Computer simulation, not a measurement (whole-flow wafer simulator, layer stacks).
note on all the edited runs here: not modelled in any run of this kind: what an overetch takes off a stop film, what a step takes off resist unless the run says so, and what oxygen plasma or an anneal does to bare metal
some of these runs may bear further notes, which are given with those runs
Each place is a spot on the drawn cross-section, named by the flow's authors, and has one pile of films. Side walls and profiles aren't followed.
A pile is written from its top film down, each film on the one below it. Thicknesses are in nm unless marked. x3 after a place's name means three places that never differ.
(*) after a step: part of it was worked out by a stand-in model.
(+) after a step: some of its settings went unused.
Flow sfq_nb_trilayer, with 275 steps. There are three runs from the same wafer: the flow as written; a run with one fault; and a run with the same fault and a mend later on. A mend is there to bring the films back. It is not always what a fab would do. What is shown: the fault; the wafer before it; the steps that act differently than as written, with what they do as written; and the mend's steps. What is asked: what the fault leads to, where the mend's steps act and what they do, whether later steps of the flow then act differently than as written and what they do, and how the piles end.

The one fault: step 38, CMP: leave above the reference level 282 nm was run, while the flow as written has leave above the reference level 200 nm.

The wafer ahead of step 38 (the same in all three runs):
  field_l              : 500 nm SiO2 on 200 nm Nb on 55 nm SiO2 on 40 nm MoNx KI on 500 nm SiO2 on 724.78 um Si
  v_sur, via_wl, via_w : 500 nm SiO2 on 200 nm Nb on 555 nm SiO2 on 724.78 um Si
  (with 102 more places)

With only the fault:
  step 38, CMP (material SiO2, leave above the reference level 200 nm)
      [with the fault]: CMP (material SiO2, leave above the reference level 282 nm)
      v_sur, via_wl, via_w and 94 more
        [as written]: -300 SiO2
        [with the fault]: -218 SiO2
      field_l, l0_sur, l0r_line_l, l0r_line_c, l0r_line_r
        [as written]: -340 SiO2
        [with the fault]: -258 SiO2
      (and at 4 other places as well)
  Steps further on in the flow that do not act as written (4 more steps, not shown, differ only slightly: by at most 2% or 0.5 nm, whichever is larger):
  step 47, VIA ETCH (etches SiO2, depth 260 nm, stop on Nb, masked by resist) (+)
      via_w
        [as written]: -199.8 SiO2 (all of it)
        [with the fault]: -260 SiO2
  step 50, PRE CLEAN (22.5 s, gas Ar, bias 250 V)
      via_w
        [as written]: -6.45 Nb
        [with the fault]: -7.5 SiO2
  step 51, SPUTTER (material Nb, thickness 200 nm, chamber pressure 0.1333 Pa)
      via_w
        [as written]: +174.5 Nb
        [with the fault]: +163.1 Nb (new film)
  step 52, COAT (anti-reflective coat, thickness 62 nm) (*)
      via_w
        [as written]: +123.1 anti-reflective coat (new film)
        [with the fault]: +136.1 anti-reflective coat (new film)
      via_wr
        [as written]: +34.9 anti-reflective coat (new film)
        [with the fault]: +33.2 anti-reflective coat (new film)
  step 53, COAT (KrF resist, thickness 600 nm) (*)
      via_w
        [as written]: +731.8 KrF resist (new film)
        [with the fault]: +781.6 KrF resist (new film)
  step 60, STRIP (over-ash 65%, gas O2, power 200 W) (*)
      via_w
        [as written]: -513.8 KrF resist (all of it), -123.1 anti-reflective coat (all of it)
        [with the fault]: -563.6 KrF resist (all of it), -136.1 anti-reflective coat (all of it)
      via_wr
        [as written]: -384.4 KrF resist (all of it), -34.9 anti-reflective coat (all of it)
        [with the fault]: -378.6 KrF resist (all of it), -33.2 anti-reflective coat (all of it)
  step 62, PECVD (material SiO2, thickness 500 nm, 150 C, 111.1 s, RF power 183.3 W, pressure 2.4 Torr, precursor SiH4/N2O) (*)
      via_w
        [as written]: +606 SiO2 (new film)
        [with the fault]: +678.7 SiO2 (new film)
  At field_l, v_sur, via_wl and 103 more, the piles at the end differ from the flow's by more than 2% or 0.5 nm, whichever is larger.
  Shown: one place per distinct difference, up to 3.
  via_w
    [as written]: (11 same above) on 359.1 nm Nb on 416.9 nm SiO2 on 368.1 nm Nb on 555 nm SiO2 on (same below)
    [with the fault]: (11 same above) on 359.1 nm Nb on 489.6 nm SiO2 on 163.1 nm Nb on 14.3 nm SiO2 on 200 nm Nb on 555 nm SiO2 on (same below)
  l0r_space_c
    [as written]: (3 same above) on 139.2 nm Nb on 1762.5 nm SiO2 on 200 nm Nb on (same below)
    [with the fault]: (3 same above) on 139.2 nm Nb on 1844.5 nm SiO2 on 200 nm Nb on (same below)
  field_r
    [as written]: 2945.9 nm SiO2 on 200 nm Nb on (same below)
    [with the fault]: 3027.9 nm SiO2 on 200 nm Nb on (same below)

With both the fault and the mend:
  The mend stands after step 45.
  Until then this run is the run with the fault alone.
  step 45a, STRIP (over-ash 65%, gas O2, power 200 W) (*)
      field_l, v_sur, via_wl and 102 more
        -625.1 KrF resist (all of it), -62 anti-reflective coat (all of it)
      via_w
        -62 anti-reflective coat (all of it)
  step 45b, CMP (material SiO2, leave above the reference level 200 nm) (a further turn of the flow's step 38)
      field_l, v_sur, via_wl and 103 more
        -82 SiO2
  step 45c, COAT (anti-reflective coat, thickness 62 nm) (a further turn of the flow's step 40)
      field_l, v_sur, via_wl and 103 more
        +62 anti-reflective coat (new film)
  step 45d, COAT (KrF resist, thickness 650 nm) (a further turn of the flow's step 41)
      field_l, v_sur, via_wl and 103 more
        +650 KrF resist (new film)
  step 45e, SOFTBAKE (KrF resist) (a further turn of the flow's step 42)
      alters no film at any place that is followed
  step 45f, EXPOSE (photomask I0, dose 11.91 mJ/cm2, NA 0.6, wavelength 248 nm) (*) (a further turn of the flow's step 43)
      alters no film at any place that is followed
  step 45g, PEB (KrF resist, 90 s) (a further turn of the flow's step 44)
      field_l, v_sur, via_wl and 103 more
        -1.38 KrF resist
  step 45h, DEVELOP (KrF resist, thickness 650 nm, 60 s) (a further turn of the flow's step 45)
      field_l, v_sur, via_wl and 102 more
        -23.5 KrF resist
      via_w
        -648.6 KrF resist (all of it)
  None of the later steps of the flow acts differently than as written at any place that is followed.
  The piles end the same as the flow's at every place that both follow.
